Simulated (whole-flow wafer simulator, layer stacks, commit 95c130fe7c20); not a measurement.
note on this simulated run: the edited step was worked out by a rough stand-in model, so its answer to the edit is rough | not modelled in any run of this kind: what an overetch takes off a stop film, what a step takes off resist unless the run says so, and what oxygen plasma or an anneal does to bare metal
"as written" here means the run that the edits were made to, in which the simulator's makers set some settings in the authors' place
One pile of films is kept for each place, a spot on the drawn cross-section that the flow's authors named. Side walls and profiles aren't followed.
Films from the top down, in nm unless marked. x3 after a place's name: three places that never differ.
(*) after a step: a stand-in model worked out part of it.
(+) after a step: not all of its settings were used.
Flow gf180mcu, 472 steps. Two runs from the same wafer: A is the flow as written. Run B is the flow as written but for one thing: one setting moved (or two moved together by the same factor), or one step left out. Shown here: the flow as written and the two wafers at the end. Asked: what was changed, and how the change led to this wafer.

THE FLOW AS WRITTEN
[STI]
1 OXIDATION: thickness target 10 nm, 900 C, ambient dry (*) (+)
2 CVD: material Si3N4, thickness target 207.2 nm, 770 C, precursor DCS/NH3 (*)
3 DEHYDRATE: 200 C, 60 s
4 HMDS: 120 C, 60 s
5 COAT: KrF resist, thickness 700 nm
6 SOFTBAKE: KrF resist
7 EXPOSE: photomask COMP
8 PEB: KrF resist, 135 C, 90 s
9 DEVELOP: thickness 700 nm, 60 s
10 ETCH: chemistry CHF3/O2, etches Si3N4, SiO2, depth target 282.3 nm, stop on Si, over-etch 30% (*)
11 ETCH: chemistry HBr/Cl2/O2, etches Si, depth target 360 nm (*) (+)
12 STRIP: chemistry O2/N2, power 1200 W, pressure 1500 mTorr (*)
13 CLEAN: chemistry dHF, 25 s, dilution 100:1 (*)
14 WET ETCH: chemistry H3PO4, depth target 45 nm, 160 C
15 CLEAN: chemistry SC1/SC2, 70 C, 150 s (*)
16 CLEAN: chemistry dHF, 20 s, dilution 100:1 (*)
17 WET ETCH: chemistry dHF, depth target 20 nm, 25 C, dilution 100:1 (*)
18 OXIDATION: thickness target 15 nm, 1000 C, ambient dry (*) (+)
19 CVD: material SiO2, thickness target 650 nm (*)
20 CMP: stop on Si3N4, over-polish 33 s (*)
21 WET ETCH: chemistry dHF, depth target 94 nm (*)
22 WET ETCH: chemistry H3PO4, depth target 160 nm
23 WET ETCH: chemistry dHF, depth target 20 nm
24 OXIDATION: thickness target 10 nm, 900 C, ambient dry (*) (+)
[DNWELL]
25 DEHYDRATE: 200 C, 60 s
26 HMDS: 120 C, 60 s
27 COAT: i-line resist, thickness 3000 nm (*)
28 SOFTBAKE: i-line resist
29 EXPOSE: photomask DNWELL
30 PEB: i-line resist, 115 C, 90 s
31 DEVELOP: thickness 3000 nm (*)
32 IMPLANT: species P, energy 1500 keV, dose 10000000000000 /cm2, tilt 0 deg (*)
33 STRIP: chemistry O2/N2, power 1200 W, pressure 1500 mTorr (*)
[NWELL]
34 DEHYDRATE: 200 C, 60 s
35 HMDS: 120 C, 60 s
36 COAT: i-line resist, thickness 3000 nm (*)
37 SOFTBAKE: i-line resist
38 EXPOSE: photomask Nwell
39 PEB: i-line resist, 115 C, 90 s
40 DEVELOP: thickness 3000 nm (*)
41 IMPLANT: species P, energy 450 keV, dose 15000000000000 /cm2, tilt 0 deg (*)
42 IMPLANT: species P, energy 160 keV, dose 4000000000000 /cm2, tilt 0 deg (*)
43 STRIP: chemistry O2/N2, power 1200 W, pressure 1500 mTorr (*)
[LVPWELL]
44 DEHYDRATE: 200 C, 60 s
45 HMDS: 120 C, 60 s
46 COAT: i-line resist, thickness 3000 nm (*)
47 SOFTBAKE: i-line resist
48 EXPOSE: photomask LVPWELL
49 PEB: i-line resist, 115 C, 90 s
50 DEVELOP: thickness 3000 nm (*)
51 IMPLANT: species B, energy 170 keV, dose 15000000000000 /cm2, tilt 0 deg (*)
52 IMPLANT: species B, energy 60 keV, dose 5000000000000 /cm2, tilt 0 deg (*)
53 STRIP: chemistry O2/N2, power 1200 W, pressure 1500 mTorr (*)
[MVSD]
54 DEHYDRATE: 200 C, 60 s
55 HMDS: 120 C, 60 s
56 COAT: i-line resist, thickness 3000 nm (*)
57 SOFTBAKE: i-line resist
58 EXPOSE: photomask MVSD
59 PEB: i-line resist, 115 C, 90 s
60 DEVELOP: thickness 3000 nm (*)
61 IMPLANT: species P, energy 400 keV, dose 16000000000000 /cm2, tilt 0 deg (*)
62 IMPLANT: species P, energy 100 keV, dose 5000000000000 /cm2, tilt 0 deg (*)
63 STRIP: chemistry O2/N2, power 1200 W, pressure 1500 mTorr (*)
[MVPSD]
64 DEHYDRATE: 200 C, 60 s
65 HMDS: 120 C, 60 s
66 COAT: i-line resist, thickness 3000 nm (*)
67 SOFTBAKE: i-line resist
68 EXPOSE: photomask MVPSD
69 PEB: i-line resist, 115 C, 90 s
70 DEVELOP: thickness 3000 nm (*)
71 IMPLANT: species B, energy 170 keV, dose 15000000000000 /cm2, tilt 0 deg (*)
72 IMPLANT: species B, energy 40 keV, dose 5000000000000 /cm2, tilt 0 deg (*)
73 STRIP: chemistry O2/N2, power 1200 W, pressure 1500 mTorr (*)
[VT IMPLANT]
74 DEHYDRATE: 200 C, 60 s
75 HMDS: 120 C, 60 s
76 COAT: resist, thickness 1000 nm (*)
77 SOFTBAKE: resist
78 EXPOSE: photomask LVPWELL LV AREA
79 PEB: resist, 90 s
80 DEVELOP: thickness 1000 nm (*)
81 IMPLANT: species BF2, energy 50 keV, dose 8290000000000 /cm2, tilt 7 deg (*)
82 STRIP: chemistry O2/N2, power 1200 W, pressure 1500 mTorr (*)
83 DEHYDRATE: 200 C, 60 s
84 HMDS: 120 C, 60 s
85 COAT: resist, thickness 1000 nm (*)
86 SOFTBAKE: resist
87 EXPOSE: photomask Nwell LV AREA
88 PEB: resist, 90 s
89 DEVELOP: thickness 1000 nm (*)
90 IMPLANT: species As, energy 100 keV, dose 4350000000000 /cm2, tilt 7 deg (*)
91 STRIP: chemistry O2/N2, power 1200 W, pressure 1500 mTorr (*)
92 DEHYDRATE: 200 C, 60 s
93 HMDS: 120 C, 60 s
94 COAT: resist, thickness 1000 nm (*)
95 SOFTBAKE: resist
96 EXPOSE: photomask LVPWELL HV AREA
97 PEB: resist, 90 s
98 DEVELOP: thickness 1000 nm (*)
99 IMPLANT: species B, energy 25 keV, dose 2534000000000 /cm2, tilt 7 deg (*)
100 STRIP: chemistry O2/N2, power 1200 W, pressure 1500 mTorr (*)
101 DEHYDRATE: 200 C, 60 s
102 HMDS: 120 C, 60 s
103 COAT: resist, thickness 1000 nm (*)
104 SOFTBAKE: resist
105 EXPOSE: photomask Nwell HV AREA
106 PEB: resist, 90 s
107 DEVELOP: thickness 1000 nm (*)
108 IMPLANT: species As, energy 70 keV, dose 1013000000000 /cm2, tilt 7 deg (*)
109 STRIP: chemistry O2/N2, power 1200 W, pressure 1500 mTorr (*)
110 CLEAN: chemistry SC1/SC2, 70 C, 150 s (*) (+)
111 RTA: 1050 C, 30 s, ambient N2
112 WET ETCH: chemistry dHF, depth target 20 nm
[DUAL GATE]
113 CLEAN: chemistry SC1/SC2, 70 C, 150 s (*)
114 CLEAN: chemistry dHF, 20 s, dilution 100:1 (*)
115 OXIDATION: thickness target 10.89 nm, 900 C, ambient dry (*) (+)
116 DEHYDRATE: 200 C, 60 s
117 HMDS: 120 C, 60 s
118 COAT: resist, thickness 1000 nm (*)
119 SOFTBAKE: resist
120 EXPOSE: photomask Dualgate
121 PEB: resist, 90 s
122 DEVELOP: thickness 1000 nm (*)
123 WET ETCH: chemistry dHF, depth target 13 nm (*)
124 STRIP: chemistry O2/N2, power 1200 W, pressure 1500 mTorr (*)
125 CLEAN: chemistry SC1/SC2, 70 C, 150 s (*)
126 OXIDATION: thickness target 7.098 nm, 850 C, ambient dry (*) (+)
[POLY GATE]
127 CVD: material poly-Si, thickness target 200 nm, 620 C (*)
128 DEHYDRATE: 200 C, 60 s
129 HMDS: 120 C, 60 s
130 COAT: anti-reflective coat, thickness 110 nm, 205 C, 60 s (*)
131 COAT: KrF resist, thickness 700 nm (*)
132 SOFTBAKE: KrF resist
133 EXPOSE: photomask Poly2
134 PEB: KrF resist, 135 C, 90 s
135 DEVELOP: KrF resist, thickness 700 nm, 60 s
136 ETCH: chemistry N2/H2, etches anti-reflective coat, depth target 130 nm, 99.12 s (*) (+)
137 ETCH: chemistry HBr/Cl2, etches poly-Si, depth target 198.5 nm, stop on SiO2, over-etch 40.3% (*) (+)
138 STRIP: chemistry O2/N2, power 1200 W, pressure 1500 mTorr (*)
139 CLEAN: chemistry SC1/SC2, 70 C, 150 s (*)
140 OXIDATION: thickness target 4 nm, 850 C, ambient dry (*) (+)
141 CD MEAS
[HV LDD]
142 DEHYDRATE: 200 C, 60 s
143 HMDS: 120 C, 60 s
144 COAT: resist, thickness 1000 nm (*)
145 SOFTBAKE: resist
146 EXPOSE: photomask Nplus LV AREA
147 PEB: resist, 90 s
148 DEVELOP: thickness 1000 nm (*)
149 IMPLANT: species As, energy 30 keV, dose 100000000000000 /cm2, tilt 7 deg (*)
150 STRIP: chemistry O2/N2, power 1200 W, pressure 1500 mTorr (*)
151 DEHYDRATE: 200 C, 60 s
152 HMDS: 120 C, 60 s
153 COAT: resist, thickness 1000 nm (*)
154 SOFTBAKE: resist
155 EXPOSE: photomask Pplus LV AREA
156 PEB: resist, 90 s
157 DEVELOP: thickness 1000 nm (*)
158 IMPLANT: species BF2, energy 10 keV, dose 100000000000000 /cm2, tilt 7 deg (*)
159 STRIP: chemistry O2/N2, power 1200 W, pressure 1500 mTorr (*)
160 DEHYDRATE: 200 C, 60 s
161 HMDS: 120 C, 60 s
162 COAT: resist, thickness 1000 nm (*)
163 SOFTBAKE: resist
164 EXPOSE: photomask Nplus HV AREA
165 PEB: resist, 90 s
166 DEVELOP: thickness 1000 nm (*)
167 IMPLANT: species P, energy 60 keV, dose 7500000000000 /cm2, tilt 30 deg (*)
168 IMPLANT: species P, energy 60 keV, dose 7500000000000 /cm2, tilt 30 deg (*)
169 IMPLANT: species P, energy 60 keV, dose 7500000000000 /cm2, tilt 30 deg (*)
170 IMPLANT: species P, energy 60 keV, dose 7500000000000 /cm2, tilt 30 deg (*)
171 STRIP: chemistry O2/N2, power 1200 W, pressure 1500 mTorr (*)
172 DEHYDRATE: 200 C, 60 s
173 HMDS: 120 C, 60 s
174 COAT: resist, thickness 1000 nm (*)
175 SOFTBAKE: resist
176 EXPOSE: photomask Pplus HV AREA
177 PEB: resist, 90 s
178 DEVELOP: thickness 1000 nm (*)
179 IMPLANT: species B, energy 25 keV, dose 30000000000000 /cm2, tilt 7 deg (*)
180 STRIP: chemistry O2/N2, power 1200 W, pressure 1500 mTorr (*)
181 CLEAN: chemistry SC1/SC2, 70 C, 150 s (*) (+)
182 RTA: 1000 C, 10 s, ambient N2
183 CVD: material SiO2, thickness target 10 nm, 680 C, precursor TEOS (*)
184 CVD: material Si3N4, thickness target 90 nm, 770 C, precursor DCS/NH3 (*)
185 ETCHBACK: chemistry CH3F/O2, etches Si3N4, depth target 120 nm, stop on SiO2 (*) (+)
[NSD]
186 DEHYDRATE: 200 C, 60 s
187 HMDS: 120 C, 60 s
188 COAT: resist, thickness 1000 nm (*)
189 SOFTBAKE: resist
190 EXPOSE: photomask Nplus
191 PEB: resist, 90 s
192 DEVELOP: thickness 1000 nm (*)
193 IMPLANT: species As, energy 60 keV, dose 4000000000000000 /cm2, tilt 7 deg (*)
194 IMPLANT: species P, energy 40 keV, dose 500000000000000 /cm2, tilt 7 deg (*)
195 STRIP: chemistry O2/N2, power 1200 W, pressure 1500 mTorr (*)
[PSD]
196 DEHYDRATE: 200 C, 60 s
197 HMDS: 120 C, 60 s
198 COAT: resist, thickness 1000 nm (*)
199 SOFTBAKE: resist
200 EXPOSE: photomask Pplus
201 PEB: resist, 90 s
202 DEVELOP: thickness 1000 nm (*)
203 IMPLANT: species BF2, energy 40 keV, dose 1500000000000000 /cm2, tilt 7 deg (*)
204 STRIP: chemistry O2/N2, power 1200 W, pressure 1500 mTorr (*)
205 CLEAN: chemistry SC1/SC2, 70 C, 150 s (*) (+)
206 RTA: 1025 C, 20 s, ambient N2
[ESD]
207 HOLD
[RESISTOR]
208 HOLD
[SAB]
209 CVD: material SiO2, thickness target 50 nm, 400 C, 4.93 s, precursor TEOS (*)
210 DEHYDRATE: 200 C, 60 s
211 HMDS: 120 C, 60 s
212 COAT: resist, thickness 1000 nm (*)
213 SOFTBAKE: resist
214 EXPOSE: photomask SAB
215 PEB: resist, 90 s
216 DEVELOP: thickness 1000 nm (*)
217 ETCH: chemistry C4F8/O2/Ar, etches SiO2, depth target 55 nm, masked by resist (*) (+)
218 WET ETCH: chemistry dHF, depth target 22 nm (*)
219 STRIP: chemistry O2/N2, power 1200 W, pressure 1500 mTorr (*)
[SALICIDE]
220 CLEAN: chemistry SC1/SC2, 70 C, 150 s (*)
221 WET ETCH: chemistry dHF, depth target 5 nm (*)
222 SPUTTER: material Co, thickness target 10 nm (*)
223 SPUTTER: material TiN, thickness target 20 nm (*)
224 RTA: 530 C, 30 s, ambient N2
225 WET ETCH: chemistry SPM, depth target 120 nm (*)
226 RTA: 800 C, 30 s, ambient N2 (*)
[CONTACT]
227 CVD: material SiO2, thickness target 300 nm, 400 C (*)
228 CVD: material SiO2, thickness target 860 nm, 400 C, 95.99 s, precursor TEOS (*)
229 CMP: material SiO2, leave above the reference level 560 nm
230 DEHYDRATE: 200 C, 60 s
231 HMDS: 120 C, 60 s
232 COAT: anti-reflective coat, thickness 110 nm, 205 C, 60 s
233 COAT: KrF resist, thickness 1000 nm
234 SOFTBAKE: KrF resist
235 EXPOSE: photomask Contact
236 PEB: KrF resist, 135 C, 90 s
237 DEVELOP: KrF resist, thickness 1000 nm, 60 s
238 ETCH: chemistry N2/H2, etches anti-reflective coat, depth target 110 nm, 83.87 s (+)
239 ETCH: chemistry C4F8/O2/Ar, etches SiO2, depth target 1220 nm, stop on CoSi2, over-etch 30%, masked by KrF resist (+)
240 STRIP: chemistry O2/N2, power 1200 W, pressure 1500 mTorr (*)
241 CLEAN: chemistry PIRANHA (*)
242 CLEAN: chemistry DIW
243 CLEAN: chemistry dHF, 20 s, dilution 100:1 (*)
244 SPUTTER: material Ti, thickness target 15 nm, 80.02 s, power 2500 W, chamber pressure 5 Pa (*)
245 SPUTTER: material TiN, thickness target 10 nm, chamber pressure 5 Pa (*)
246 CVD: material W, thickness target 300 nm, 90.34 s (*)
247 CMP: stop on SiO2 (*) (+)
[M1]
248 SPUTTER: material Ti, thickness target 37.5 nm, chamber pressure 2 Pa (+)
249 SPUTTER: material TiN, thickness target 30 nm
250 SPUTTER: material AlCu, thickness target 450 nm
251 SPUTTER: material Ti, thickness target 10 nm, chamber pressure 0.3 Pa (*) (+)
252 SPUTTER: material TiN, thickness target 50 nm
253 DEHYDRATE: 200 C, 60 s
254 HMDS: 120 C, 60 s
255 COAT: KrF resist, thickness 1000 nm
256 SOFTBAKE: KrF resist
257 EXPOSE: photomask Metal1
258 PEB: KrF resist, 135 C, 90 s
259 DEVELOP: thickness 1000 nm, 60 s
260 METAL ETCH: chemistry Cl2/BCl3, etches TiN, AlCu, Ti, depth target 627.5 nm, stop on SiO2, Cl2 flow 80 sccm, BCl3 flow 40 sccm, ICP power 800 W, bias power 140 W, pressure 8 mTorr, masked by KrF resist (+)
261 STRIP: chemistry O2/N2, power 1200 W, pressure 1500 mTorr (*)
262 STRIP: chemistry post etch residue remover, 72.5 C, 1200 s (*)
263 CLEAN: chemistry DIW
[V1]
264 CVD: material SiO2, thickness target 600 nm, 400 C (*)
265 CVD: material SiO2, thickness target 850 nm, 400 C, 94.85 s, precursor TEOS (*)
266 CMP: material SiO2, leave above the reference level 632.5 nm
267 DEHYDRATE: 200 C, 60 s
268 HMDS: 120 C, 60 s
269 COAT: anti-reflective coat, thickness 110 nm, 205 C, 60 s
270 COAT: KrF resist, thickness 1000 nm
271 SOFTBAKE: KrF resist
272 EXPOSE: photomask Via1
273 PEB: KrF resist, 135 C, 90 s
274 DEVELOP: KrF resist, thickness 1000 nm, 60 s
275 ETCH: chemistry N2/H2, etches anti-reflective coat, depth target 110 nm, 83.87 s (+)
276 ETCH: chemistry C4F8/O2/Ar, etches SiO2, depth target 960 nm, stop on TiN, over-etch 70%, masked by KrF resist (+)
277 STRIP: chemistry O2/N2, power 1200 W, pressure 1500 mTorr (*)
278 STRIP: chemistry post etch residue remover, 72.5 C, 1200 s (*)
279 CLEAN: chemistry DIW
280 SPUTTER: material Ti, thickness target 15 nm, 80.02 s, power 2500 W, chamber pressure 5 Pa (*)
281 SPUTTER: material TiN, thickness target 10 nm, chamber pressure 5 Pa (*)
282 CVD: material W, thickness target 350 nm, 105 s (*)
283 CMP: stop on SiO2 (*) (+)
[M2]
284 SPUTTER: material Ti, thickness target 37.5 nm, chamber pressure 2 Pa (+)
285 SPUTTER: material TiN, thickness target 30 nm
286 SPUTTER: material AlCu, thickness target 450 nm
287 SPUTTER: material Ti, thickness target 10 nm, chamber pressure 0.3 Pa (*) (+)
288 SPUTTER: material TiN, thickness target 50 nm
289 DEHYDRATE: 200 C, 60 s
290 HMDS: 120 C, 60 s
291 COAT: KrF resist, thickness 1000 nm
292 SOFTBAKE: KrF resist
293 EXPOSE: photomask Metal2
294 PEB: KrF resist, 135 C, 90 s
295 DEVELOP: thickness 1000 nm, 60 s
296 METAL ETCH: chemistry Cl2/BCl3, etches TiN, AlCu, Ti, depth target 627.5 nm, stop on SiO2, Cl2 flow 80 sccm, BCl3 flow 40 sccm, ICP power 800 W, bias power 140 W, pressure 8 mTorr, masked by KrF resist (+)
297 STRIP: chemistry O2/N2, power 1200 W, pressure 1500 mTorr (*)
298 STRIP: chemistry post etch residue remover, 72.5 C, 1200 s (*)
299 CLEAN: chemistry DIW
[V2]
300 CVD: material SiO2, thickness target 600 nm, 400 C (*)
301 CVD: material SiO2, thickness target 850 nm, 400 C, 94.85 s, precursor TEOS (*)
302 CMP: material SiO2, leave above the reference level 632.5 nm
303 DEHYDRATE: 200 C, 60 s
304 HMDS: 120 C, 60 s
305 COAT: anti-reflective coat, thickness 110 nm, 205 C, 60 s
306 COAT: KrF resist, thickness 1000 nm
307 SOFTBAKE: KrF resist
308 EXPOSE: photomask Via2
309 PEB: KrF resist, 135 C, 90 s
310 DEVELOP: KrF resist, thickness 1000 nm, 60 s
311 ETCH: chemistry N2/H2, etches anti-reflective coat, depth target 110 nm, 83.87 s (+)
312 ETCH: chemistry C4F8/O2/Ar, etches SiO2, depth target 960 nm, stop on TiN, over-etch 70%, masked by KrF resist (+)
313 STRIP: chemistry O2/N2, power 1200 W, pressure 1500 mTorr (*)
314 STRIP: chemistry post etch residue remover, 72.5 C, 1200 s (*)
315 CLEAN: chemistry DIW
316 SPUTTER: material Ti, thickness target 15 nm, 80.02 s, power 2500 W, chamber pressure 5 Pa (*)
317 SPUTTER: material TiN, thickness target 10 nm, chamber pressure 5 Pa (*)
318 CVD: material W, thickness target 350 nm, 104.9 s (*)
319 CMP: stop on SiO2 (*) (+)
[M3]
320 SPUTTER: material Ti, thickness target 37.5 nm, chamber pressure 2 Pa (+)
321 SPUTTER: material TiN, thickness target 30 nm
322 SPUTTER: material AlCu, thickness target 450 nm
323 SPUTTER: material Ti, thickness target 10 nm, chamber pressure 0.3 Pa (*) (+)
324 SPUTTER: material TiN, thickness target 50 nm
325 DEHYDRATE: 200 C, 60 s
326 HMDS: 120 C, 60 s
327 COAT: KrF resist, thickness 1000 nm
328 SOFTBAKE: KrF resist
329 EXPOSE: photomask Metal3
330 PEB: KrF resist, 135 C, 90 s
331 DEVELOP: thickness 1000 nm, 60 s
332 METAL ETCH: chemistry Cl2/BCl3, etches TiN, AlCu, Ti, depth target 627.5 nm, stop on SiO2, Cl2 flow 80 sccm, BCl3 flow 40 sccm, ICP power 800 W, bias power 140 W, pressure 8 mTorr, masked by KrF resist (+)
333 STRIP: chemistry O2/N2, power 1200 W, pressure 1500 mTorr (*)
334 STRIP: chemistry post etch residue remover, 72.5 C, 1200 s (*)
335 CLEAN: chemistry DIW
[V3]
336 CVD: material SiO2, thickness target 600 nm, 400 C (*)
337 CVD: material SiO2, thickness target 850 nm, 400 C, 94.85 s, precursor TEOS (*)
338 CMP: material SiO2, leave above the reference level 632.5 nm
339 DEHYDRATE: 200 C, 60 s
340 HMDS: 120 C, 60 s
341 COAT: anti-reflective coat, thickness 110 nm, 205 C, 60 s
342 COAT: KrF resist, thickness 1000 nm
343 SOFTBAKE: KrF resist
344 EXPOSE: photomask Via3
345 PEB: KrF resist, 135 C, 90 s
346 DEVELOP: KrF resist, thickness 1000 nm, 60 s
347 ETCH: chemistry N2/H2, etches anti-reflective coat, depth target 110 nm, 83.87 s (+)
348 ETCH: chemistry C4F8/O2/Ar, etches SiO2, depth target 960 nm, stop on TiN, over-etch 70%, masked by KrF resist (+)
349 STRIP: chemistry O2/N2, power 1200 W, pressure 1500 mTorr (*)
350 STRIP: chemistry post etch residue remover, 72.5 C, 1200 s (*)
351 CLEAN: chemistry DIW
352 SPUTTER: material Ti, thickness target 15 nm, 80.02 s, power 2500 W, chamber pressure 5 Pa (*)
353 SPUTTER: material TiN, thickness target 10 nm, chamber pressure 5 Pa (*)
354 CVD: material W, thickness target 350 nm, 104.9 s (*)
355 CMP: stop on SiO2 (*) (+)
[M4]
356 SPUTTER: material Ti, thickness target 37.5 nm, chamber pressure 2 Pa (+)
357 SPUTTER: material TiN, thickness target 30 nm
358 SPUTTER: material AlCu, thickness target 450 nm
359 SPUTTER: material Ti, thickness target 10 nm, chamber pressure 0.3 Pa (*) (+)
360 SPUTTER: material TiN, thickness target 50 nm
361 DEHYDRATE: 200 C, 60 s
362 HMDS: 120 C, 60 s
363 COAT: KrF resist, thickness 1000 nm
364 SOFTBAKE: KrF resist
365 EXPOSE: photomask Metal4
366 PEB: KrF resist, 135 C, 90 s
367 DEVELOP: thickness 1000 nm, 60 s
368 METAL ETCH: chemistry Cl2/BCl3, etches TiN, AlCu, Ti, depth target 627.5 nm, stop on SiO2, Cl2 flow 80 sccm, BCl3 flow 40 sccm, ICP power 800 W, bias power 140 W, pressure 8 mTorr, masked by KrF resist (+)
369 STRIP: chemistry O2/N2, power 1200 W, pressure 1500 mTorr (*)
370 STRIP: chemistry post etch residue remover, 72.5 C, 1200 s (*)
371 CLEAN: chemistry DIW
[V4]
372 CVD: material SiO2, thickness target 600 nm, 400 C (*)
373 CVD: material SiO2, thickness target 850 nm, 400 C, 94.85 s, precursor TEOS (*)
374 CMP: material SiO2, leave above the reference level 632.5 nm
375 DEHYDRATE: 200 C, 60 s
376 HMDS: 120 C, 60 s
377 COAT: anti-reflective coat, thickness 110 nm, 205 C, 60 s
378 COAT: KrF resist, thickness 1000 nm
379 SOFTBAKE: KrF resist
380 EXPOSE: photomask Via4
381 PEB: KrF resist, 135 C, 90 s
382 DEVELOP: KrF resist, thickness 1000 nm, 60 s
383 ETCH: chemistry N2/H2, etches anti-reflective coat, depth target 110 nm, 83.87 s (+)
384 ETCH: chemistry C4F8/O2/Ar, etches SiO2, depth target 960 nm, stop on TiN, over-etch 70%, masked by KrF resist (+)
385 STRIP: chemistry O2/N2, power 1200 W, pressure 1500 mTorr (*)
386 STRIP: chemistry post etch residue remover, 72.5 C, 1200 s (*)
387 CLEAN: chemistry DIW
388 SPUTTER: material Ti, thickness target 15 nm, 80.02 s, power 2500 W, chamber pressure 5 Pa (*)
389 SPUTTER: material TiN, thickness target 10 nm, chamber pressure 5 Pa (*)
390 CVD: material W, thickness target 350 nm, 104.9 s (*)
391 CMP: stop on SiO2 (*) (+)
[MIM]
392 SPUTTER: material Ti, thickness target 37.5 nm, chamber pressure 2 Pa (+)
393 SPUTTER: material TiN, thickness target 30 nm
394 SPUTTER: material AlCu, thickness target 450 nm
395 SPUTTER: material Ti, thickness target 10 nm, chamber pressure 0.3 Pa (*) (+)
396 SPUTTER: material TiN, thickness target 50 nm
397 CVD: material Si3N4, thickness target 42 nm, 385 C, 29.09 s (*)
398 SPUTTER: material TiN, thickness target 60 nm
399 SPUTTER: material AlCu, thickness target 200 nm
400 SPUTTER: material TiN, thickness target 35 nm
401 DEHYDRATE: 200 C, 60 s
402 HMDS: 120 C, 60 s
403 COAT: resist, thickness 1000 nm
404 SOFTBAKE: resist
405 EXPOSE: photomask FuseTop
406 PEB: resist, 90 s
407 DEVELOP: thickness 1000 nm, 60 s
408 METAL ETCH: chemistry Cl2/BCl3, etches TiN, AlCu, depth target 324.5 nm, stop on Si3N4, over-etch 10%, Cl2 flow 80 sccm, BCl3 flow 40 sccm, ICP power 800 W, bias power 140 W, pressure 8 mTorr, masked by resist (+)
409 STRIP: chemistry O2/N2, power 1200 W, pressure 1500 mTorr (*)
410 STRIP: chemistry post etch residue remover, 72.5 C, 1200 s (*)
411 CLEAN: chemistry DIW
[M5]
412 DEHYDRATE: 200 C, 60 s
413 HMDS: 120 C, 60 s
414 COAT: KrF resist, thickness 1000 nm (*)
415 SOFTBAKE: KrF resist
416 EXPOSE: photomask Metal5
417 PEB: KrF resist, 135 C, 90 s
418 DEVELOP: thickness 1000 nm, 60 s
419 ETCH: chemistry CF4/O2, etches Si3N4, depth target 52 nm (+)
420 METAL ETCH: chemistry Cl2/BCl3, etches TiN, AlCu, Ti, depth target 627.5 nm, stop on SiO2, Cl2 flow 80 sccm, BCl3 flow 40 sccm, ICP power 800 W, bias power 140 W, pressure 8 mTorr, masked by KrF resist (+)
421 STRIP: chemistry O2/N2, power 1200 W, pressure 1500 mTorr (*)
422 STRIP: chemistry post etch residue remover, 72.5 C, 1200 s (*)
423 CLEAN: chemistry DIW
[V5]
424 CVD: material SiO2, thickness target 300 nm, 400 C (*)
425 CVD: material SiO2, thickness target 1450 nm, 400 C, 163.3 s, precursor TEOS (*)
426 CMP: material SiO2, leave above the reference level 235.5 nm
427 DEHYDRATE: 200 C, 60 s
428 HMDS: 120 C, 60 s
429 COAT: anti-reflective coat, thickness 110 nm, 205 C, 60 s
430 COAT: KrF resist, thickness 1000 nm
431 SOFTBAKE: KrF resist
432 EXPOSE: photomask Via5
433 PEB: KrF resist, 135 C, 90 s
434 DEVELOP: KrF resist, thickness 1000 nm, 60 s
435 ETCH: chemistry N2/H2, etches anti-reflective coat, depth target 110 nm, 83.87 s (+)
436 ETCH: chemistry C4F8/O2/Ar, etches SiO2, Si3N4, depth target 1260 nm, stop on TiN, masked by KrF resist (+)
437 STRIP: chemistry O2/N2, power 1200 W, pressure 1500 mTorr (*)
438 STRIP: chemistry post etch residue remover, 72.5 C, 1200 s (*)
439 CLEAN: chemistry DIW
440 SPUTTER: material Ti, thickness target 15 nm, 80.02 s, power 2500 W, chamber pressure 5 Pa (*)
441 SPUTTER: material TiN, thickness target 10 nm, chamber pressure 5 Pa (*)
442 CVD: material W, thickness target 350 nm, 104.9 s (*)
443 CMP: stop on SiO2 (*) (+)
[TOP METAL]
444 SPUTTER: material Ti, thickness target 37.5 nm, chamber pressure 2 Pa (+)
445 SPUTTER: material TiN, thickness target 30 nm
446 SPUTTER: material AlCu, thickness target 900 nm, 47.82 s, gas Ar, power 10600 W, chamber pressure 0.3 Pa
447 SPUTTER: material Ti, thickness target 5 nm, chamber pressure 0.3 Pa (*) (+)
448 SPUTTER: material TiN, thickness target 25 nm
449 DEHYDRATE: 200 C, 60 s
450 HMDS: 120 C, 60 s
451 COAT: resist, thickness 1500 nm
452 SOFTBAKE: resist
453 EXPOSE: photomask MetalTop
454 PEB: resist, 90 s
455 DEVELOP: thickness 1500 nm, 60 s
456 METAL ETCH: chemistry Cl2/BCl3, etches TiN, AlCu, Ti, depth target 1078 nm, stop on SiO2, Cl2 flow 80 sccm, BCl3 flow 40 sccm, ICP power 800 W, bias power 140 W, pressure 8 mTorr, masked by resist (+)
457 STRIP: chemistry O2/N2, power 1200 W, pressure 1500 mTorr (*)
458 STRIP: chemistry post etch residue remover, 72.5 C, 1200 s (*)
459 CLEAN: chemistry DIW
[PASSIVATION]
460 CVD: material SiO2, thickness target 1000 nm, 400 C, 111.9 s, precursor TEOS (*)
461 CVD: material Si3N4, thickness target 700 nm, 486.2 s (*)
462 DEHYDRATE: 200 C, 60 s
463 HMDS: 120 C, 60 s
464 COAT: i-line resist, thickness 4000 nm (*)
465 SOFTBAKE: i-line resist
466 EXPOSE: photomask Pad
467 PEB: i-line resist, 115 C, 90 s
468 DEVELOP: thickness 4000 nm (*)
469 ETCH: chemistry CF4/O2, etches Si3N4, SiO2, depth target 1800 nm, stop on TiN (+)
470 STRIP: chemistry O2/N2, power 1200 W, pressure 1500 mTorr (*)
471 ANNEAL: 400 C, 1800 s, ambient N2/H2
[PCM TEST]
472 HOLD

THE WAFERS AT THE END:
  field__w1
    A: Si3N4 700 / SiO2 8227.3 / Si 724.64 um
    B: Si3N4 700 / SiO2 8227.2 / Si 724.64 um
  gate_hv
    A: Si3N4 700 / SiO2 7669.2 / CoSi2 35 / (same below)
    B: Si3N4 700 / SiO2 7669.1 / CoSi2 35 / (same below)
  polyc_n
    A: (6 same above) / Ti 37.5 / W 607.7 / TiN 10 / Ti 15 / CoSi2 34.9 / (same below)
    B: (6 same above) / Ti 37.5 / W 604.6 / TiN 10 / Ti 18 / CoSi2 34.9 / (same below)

The cause: step 244, SPUTTER: thickness target 18 nm was run, where the flow has thickness target 15 nm.
It can be read off the wafer: polyc_n has Ti 18, and step 244 as written asks for 15 nm.

How the change led to this, step by step:
  244 SPUTTER: material Ti, thickness target 15 nm, 80.02 s, power 2500 W, chamber pressure 5 Pa (*)
      field, field__w1, field__w2 and 107 more: A Ti +15 (new film) | B Ti +18 (new film)
      contact: A Ti +8.55 (new film) | B Ti +10.2 (new film)
  247 CMP: stop on SiO2 (*) (+)
      field, field__w1, field__w2 and 105 more: A W -300 (all of it), TiN -10 (all of it), Ti -15 (all of it), SiO2 -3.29 | B W -300 (all of it), TiN -10 (all of it), Ti -18 (all of it), SiO2 -3.32
